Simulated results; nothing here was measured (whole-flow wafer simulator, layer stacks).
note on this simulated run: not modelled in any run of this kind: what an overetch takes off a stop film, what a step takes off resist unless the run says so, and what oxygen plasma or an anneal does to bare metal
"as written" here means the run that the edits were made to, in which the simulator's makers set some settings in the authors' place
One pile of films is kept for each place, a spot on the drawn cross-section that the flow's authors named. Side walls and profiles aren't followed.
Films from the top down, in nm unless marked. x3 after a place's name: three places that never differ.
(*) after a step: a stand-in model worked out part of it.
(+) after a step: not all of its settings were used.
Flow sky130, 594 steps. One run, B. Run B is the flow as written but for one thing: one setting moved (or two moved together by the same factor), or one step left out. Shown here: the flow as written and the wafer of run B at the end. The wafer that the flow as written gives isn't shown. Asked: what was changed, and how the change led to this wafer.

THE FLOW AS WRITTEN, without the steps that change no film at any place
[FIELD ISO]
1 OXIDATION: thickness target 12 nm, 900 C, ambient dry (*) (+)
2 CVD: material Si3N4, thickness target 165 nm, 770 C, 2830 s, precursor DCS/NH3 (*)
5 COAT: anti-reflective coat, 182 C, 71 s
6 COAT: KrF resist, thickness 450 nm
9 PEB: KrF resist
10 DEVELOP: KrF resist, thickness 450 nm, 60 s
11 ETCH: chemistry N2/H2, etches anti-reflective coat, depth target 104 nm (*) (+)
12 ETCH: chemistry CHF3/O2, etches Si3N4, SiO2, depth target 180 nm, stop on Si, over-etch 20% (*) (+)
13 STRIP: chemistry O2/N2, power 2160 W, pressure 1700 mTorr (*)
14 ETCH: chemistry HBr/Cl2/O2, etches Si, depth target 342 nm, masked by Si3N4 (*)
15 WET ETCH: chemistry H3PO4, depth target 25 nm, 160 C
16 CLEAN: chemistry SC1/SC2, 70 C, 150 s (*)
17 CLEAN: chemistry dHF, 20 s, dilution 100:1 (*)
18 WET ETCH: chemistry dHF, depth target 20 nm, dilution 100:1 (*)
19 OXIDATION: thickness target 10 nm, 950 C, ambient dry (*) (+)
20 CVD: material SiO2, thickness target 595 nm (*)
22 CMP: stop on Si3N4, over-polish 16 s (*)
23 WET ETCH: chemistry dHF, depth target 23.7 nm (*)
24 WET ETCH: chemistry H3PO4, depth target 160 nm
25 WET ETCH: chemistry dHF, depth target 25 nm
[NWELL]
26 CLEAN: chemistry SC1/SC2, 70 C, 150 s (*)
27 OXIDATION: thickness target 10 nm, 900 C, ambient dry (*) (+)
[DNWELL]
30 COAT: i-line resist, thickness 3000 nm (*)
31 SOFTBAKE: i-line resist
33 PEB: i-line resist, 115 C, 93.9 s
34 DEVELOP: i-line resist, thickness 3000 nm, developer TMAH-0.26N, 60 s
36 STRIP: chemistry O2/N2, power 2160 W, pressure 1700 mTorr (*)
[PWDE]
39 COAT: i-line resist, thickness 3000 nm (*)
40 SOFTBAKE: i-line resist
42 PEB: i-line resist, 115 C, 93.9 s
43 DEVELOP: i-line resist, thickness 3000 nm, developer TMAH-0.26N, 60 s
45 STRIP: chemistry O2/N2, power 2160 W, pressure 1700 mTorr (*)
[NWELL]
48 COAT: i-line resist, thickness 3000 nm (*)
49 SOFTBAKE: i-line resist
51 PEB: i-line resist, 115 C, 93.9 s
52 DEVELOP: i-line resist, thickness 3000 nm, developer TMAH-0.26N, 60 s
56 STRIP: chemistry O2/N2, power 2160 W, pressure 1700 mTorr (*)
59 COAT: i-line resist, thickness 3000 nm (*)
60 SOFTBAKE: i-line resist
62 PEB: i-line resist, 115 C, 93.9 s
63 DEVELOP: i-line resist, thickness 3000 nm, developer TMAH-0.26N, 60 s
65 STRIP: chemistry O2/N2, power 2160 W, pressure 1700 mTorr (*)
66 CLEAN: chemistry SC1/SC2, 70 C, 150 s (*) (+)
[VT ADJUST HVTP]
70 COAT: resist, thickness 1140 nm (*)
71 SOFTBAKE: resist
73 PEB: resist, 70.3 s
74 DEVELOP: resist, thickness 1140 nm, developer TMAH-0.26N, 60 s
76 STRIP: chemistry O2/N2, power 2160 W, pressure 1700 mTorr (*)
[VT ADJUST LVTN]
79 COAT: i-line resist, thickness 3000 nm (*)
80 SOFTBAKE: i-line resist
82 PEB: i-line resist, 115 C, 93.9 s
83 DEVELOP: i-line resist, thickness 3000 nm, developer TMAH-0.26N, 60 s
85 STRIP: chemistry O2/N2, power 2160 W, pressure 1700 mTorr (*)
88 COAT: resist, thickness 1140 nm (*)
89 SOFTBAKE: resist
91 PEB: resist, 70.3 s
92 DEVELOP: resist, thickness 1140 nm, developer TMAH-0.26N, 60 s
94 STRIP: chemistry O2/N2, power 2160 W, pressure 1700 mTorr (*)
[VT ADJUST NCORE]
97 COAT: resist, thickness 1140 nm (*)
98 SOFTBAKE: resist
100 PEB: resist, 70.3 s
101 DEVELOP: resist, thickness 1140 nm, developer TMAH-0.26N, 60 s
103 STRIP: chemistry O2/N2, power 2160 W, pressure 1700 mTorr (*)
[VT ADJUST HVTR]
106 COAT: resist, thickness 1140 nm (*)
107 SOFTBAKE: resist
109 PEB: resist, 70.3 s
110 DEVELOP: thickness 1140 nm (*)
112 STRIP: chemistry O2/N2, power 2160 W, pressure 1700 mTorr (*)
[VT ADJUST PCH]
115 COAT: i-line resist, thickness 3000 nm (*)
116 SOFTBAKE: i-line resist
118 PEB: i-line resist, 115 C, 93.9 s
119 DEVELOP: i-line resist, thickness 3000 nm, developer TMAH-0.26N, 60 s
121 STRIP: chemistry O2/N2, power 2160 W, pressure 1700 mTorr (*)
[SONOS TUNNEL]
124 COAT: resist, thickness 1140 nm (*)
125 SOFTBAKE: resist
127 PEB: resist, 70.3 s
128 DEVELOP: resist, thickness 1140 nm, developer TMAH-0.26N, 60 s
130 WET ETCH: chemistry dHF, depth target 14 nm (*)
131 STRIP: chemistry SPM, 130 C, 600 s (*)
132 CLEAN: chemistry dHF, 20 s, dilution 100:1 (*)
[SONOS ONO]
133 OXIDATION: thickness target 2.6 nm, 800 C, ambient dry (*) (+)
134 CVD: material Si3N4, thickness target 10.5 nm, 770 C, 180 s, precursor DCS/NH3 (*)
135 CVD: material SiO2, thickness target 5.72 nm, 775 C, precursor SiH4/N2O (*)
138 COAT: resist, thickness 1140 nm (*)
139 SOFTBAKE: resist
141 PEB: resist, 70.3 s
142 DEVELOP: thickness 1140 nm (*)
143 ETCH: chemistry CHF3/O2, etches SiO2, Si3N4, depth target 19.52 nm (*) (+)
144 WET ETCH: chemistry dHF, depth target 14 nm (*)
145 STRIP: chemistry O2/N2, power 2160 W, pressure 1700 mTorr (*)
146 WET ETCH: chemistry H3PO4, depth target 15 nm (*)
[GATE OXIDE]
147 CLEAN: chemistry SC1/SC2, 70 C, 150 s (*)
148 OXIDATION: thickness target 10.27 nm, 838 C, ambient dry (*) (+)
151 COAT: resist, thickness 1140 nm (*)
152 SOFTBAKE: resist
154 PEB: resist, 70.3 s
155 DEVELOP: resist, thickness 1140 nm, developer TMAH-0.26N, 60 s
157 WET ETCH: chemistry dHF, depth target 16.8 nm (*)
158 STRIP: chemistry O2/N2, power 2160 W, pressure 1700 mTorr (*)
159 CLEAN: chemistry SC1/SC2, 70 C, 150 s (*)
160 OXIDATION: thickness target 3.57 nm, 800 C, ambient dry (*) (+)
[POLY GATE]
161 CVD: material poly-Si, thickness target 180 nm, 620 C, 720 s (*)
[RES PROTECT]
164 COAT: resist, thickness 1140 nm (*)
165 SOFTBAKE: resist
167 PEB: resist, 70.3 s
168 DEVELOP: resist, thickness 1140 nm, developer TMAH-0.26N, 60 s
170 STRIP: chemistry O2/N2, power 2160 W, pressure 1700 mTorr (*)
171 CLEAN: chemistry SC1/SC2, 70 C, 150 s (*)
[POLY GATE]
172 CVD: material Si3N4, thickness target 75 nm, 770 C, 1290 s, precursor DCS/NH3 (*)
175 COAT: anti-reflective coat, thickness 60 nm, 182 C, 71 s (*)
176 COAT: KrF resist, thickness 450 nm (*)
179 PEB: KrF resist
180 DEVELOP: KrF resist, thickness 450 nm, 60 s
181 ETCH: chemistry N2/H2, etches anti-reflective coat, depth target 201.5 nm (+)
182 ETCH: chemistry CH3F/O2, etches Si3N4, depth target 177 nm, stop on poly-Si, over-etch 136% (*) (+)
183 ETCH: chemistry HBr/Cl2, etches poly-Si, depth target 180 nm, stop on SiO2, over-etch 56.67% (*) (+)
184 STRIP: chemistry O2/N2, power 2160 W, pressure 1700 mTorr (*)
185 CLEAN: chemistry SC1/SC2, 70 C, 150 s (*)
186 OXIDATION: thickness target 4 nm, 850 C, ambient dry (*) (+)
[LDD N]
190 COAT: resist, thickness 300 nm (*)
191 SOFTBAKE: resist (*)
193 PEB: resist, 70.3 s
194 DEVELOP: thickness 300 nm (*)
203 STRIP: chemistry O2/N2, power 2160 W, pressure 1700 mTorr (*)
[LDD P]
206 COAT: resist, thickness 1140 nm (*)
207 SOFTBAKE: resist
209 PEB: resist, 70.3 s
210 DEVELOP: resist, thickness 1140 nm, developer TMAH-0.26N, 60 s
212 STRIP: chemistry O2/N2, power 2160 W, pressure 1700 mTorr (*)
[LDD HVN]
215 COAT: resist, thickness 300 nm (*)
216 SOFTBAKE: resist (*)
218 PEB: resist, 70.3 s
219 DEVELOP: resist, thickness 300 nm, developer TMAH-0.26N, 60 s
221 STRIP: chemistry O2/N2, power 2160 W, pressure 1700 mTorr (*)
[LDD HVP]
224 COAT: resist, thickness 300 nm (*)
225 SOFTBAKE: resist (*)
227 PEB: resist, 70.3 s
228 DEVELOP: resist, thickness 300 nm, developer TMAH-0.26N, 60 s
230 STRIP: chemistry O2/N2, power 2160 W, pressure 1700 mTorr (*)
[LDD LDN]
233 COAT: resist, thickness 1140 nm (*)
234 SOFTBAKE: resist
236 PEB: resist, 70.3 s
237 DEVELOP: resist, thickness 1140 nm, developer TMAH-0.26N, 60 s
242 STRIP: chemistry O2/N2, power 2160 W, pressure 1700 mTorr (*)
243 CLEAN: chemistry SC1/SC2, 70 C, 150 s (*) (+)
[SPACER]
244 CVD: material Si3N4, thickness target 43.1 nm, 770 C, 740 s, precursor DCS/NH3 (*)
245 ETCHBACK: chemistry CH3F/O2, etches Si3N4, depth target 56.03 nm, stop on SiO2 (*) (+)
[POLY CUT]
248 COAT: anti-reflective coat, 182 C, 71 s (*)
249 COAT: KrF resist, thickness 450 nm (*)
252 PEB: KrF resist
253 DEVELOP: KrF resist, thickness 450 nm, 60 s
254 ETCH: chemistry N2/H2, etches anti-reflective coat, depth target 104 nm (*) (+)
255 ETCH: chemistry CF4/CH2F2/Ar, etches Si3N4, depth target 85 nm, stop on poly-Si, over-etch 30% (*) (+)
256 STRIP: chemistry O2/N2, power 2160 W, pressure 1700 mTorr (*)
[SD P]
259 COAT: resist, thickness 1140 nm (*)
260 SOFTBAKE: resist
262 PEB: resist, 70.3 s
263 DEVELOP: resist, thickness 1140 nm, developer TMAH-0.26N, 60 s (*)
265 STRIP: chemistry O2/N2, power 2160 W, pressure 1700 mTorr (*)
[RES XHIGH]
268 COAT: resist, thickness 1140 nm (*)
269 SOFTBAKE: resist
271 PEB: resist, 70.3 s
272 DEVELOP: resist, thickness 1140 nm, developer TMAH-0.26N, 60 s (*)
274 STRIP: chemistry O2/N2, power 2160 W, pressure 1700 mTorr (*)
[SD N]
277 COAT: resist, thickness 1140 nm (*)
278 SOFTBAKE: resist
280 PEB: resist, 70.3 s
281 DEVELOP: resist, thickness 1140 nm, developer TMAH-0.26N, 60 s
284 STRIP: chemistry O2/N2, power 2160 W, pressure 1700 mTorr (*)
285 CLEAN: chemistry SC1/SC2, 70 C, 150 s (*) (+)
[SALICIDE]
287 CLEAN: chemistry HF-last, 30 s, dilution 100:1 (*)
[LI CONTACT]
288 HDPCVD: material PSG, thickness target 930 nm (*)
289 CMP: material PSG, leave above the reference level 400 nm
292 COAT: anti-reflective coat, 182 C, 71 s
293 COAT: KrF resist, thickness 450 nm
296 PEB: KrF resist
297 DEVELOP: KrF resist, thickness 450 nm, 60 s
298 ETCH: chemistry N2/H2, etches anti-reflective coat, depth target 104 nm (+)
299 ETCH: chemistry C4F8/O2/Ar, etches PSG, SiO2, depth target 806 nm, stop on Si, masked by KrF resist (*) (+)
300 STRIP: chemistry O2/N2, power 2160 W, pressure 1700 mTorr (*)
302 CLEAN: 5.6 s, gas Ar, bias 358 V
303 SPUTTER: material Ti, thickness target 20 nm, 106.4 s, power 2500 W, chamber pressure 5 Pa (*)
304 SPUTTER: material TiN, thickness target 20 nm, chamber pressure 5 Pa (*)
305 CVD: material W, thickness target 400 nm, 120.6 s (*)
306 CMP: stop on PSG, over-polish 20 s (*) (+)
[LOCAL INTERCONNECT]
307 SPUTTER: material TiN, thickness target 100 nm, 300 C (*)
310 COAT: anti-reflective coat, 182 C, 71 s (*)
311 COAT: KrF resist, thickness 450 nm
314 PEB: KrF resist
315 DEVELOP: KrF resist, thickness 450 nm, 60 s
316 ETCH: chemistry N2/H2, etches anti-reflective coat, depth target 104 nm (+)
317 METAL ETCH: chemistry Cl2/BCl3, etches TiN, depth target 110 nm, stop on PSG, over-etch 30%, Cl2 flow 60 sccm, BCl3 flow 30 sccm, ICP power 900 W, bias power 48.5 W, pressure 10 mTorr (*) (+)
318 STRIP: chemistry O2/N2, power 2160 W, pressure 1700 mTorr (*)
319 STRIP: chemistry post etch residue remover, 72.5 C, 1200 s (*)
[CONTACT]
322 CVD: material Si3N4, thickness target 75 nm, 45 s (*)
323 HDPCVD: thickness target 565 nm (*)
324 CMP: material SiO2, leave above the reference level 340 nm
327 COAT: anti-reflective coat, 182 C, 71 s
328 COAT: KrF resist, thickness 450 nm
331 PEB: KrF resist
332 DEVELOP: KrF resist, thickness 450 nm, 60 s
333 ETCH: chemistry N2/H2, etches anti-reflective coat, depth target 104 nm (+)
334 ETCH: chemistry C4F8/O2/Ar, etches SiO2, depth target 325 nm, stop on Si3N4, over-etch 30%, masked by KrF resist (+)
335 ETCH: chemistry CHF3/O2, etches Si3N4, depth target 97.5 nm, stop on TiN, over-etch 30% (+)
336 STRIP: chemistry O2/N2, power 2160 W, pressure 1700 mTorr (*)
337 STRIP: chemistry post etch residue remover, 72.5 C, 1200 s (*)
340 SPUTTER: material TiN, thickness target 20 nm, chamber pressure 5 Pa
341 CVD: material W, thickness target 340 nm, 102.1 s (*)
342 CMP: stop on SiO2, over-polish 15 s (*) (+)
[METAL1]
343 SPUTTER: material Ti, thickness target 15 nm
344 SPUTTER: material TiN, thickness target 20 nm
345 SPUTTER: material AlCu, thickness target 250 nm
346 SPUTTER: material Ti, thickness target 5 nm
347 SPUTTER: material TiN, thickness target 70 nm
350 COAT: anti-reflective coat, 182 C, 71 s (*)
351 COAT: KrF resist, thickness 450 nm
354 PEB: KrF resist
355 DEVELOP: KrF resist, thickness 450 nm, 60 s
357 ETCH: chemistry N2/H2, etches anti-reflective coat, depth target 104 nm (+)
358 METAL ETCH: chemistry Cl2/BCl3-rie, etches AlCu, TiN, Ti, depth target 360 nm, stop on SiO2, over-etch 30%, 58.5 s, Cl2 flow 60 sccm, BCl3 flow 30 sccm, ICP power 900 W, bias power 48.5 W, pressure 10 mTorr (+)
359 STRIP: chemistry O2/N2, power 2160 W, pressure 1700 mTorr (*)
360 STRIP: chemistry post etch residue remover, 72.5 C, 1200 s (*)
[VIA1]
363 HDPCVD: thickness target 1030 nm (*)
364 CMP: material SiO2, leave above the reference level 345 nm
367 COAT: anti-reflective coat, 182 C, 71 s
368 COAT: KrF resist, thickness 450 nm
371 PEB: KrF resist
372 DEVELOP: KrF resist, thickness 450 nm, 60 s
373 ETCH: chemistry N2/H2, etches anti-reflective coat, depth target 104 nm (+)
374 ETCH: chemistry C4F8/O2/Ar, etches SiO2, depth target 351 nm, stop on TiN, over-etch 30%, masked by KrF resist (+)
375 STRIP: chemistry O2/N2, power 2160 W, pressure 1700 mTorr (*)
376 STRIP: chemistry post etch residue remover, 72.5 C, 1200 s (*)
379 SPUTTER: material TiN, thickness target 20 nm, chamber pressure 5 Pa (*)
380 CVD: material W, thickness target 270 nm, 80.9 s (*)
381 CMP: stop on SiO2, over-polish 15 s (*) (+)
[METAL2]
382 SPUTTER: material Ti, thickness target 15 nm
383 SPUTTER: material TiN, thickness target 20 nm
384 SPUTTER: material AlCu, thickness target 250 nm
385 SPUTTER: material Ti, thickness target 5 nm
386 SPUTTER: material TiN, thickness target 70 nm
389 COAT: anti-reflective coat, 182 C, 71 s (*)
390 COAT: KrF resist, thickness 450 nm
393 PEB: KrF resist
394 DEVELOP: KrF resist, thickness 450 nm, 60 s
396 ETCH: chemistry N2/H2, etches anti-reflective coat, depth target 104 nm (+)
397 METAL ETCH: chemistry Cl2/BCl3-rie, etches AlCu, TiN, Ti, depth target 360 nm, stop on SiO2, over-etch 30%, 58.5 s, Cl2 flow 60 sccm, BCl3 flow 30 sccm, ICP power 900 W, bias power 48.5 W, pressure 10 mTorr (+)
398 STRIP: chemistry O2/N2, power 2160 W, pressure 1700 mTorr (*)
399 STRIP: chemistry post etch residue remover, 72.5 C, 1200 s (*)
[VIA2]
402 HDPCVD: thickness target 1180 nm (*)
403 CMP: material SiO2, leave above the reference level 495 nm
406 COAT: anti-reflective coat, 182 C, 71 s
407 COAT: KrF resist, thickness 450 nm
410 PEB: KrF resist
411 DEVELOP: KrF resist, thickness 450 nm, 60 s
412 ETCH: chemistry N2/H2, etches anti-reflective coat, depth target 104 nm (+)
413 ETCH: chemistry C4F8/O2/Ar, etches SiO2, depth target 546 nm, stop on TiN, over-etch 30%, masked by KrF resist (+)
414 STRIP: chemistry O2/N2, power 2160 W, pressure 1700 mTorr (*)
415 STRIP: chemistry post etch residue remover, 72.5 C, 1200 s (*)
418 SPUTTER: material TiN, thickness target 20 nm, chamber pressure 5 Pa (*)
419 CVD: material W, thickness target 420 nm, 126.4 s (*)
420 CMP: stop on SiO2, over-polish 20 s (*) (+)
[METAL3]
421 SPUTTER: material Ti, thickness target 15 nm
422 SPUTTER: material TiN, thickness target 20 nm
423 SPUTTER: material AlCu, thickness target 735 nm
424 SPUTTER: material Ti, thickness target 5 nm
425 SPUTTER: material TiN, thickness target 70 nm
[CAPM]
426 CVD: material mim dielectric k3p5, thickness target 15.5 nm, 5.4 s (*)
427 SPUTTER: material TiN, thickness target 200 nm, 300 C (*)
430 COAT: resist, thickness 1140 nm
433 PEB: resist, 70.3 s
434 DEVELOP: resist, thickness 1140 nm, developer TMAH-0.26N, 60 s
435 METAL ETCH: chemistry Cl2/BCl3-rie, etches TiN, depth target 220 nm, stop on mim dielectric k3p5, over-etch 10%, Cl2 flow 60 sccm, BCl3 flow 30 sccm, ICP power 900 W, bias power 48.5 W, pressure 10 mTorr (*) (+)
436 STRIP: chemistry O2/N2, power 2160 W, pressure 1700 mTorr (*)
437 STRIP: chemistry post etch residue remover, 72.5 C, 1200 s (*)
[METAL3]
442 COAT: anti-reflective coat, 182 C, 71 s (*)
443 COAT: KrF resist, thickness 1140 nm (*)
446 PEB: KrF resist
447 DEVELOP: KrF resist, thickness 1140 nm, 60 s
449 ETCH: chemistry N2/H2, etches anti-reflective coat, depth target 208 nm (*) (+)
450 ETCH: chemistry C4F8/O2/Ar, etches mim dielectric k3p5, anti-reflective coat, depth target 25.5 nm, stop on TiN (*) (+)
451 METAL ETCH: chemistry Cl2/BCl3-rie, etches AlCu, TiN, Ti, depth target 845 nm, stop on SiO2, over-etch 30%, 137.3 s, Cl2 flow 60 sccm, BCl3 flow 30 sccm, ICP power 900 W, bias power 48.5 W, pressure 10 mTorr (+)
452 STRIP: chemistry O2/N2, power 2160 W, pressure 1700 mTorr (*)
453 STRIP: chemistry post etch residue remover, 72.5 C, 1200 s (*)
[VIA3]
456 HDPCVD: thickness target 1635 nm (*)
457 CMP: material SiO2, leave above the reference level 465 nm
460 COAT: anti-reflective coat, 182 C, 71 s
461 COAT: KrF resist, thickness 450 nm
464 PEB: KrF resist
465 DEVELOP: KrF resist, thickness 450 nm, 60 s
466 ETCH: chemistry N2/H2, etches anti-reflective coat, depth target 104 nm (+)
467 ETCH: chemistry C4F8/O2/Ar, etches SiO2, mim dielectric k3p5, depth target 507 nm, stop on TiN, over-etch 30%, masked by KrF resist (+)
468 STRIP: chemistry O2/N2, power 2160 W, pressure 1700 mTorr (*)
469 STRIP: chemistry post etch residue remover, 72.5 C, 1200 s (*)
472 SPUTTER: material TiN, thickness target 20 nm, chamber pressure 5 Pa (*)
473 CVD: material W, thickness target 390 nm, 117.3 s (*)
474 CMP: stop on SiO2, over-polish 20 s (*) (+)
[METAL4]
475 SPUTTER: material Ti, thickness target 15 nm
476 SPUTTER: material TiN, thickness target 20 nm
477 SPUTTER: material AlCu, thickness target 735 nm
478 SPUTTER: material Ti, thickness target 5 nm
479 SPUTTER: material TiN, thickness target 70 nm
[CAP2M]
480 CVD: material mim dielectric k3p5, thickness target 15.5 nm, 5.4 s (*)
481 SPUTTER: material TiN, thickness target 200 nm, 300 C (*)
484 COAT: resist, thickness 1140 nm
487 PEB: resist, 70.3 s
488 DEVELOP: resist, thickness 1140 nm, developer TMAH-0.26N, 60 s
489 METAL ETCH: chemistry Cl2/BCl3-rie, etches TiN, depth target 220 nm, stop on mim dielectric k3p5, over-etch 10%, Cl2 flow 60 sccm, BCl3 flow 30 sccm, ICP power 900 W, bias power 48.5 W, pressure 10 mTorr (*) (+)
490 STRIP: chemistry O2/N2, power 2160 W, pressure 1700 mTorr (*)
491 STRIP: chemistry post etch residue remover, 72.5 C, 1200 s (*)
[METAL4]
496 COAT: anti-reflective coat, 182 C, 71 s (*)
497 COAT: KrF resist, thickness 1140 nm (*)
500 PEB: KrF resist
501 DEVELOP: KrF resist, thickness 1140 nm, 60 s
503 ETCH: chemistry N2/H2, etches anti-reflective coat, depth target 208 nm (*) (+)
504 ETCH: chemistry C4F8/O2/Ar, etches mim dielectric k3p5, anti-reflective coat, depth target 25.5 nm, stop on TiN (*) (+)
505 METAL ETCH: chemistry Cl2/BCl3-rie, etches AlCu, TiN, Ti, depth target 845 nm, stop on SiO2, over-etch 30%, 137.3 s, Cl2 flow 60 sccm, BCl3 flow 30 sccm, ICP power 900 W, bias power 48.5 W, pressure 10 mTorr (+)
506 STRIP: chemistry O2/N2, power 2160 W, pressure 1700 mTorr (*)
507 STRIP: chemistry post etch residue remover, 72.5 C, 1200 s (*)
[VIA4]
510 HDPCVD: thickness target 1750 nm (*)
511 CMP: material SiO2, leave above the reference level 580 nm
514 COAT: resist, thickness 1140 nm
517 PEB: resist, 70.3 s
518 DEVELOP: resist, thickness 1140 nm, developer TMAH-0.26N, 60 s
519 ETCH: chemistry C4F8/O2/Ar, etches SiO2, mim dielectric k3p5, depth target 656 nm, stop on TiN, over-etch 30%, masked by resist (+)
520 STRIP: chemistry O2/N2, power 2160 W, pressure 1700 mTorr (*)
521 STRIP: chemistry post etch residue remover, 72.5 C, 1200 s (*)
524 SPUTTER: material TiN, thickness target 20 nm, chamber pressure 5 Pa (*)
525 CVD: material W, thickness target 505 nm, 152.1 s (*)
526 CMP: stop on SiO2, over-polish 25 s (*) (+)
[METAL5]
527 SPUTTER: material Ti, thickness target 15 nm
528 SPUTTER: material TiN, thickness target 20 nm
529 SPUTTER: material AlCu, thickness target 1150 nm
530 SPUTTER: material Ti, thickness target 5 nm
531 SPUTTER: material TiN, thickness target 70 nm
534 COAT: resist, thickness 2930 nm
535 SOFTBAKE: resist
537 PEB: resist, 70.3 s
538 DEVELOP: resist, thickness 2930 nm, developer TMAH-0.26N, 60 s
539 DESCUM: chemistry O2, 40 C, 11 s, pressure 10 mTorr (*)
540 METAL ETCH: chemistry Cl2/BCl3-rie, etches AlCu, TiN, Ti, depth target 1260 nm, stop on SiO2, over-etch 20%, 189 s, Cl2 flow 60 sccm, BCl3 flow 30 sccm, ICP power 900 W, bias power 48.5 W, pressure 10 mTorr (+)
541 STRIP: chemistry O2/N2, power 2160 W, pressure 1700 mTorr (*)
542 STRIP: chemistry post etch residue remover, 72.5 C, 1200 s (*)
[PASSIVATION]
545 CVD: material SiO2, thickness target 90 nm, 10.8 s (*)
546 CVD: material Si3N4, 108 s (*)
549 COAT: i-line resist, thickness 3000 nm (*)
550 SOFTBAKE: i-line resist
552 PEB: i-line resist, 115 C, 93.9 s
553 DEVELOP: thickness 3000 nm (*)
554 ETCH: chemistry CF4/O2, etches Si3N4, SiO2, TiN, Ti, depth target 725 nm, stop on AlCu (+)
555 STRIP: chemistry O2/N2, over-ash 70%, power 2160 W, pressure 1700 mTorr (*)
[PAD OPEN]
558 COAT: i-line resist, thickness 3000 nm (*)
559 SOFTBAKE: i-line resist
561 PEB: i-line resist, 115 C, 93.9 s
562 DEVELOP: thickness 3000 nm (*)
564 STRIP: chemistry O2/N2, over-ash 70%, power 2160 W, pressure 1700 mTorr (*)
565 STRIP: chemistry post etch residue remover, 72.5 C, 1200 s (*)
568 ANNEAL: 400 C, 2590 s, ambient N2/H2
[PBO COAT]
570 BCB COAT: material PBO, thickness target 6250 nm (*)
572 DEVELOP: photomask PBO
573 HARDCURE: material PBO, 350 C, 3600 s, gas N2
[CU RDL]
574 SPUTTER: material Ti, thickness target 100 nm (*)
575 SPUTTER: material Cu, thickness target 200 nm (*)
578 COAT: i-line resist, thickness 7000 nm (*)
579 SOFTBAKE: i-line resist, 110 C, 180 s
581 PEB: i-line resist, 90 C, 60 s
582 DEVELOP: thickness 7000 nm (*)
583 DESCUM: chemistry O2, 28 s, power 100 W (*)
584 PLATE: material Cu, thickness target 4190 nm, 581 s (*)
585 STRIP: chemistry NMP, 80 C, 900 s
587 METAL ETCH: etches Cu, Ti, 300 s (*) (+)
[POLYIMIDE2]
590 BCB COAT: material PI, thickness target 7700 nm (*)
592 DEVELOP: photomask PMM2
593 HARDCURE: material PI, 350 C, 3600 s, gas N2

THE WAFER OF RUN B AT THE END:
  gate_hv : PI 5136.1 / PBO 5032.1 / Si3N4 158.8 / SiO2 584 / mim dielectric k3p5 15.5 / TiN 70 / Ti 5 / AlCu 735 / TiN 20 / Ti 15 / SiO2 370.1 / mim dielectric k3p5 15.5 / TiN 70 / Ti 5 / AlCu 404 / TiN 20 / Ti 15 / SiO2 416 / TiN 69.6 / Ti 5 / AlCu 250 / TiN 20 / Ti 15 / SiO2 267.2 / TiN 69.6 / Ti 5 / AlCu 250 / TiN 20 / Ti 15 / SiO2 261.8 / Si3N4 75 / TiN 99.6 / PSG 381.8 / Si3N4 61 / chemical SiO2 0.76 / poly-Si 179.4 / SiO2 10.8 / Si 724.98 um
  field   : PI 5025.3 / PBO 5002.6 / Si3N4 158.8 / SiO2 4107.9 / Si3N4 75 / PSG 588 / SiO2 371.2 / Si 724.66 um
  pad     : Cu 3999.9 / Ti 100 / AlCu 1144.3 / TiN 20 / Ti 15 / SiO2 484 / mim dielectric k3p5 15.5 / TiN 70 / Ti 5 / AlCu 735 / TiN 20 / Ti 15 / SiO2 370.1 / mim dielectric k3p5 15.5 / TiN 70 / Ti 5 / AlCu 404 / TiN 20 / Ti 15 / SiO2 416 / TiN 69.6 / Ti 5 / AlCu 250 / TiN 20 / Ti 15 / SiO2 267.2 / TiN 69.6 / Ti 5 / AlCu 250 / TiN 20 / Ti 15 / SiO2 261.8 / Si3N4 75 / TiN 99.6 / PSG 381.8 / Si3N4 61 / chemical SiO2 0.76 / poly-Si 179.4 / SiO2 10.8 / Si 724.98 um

The cause: step 423, SPUTTER: thickness target 404 nm was run, where the flow has thickness target 735 nm.
It can be read off the wafer: gate_hv has AlCu 404, and step 423 as written asks for 735 nm.

How the change led to this, step by step:
  423 SPUTTER: material AlCu, thickness target 735 nm
      field, active, n_well and 188 more: AlCu +404 (new film) (as written it would be: AlCu +735 (new film))
  451 METAL ETCH: chemistry Cl2/BCl3-rie, etches AlCu, TiN, Ti, depth target 845 nm, stop on SiO2, over-etch 30%, 137.3 s, Cl2 flow 60 sccm, BCl3 flow 30 sccm, ICP power 900 W, bias power 48.5 W, pressure 10 mTorr (+)
      field, gate, spacer and 66 more: TiN -70 (all of it), Ti -5 (all of it), AlCu -404 (all of it), TiN -20 (all of it), Ti -15 (all of it), SiO2 -58.5 (as written it would be: TiN -70 (all of it), Ti -5 (all of it), AlCu -735 (all of it), TiN -20 (all of it), Ti -15 (all of it), SiO2 -25.4)
      vpp_ln, vpp_iso2, ndiff_ln and 8 more: TiN -70 (all of it), Ti -5 (all of it), AlCu -404 (all of it), TiN -20 (all of it), Ti -15 (all of it), SiO2 -58.4 (as written it would be: TiN -70 (all of it), Ti -5 (all of it), AlCu -735 (all of it), TiN -20 (all of it), Ti -15 (all of it), SiO2 -25.3)
      (and at 5 more places)
  457 CMP: material SiO2, leave above the reference level 465 nm
      field, gate, spacer and 61 more: SiO2 -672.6 (as written it would be: SiO2 -374.7)
      active, vpp_ln, vpp_iso1 and 18 more: SiO2 -672.5 (as written it would be: SiO2 -374.7)
